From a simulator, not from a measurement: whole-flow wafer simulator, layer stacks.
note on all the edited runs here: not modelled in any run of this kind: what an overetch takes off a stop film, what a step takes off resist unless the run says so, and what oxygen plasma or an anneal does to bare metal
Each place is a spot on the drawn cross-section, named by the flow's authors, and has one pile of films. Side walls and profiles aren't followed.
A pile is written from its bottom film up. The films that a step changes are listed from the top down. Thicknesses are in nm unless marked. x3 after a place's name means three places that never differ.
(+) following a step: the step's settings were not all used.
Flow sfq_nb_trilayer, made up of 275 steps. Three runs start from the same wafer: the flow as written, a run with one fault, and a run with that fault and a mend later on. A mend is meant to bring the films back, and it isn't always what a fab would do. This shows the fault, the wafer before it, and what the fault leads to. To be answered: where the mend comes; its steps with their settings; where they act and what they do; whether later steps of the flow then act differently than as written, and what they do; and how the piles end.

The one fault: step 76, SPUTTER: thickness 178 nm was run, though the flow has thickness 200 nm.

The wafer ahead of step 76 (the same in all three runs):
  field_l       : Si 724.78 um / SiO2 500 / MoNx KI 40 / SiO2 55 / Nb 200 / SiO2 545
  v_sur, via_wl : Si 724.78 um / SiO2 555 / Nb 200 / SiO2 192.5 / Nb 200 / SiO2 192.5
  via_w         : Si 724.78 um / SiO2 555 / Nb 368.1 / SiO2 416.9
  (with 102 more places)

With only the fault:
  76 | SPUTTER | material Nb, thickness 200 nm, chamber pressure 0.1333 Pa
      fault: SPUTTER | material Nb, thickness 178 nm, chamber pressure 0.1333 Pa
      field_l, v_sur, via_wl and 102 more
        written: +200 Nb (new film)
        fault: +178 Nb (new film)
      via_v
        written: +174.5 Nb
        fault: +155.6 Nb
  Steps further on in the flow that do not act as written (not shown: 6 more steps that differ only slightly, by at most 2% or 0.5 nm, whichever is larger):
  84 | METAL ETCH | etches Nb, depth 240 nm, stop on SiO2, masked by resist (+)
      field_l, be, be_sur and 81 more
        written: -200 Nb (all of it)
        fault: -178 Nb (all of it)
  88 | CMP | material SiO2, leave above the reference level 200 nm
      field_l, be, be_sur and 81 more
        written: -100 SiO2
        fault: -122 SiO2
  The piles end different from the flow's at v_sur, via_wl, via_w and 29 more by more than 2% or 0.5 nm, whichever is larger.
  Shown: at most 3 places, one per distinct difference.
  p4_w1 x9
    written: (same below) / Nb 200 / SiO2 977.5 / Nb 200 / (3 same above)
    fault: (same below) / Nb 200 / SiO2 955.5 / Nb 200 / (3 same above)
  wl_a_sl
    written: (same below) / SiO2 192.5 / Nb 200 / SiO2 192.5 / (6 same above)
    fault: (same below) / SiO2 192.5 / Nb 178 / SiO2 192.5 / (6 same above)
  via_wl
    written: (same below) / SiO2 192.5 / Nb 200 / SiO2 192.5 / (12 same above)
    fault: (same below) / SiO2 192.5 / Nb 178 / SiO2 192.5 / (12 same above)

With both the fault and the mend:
  After step 76 comes the mend.
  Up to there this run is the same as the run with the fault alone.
  76a | SPUTTER | material Nb, thickness 22 nm, chamber pressure 0.1333 Pa (a further turn of the flow's step 76, with different settings)
      field_l, v_sur, via_wl and 102 more
        +22 Nb
      via_v
        +17 Nb
  None of the later steps of the flow differs from how it acts as written, at any place that is followed, by more than 2% or 0.5 nm, whichever is larger.
  When the end is reached, the piles differ only a little from the flow's at the places that both follow, at most by 2% or 0.5 nm, whichever is larger.
